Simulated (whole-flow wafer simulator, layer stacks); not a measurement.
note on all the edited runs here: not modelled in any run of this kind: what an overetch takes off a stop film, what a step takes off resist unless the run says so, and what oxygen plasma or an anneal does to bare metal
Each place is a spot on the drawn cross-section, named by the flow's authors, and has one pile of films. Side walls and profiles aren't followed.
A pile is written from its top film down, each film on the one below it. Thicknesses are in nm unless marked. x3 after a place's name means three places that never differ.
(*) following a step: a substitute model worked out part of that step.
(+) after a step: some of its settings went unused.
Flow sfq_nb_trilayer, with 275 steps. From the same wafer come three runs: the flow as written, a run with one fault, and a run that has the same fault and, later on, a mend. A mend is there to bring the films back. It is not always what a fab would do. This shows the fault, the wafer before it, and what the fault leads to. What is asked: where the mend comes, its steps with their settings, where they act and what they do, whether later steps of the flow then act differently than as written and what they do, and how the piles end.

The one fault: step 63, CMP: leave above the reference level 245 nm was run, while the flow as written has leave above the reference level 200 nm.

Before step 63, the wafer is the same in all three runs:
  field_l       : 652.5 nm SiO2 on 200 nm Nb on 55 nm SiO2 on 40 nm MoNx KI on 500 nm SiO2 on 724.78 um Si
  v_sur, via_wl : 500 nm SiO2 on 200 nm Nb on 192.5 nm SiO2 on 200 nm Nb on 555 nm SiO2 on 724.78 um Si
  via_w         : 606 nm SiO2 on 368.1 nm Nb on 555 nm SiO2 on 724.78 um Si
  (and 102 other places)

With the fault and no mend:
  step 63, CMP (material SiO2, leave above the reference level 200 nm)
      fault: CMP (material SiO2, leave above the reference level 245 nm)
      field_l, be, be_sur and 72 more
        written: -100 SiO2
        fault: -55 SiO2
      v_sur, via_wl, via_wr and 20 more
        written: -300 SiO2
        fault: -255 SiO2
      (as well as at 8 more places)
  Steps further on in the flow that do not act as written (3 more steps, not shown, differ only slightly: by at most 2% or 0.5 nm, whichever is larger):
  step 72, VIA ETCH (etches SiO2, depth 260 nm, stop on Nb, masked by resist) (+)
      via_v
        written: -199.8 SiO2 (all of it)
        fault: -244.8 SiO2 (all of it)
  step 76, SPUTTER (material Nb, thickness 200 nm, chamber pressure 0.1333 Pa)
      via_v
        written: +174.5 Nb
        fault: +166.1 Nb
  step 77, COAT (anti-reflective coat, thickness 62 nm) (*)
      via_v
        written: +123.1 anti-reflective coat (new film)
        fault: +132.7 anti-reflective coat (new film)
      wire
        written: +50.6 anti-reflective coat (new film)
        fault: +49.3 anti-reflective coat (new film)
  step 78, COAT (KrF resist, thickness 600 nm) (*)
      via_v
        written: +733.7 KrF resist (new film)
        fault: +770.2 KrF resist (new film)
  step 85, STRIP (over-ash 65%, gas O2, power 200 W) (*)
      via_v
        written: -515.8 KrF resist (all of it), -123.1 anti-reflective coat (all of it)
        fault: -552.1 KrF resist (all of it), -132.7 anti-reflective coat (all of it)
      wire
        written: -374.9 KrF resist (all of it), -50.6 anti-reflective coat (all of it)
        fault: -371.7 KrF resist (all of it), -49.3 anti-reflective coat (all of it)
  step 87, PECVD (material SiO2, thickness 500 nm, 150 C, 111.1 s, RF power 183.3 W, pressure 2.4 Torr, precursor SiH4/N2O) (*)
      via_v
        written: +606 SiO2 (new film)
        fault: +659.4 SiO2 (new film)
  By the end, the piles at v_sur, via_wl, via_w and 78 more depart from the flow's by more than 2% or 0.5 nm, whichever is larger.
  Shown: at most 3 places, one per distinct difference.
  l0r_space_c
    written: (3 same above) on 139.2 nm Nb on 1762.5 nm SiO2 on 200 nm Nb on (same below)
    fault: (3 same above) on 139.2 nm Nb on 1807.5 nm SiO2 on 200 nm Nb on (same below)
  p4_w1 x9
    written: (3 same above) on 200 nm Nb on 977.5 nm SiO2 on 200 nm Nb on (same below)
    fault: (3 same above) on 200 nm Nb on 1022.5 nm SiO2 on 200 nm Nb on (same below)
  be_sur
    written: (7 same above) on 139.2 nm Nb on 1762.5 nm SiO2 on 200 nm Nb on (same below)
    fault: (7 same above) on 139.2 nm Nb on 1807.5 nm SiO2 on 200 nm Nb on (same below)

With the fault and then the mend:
  After step 70 comes the mend.
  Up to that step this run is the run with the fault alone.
  step 70a, STRIP (over-ash 65%, gas O2, power 200 W) (*)
      field_l, v_sur, via_wl and 102 more
        -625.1 KrF resist (all of it), -62 anti-reflective coat (all of it)
      via_v
        -62 anti-reflective coat (all of it)
  step 70b, CMP (material SiO2, leave above the reference level 200 nm) (the flow's step 63, run once more)
      field_l, v_sur, via_wl and 103 more
        -45 SiO2
  step 70c, COAT (anti-reflective coat, thickness 62 nm) (the flow's step 65, run once more)
      field_l, v_sur, via_wl and 103 more
        +62 anti-reflective coat (new film)
  step 70d, COAT (KrF resist, thickness 650 nm) (the flow's step 66, run once more)
      field_l, v_sur, via_wl and 103 more
        +650 KrF resist (new film)
  step 70e, SOFTBAKE (KrF resist) (the flow's step 67, run once more)
      alters no film at any place that is followed
  step 70f, EXPOSE (photomask I1, dose 11.91 mJ/cm2, NA 0.6, wavelength 248 nm) (*) (the flow's step 68, run once more)
      alters no film at any place that is followed
  step 70g, PEB (KrF resist, 90 s) (the flow's step 69, run once more)
      field_l, v_sur, via_wl and 103 more
        -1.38 KrF resist
  step 70h, DEVELOP (KrF resist, thickness 650 nm, 60 s) (the flow's step 70, run once more)
      field_l, v_sur, via_wl and 102 more
        -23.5 KrF resist
      via_v
        -648.6 KrF resist (all of it)
  None of the later steps of the flow acts differently than as written at any place that is followed.
  By the end, the piles equal the flow's at every place that both follow.
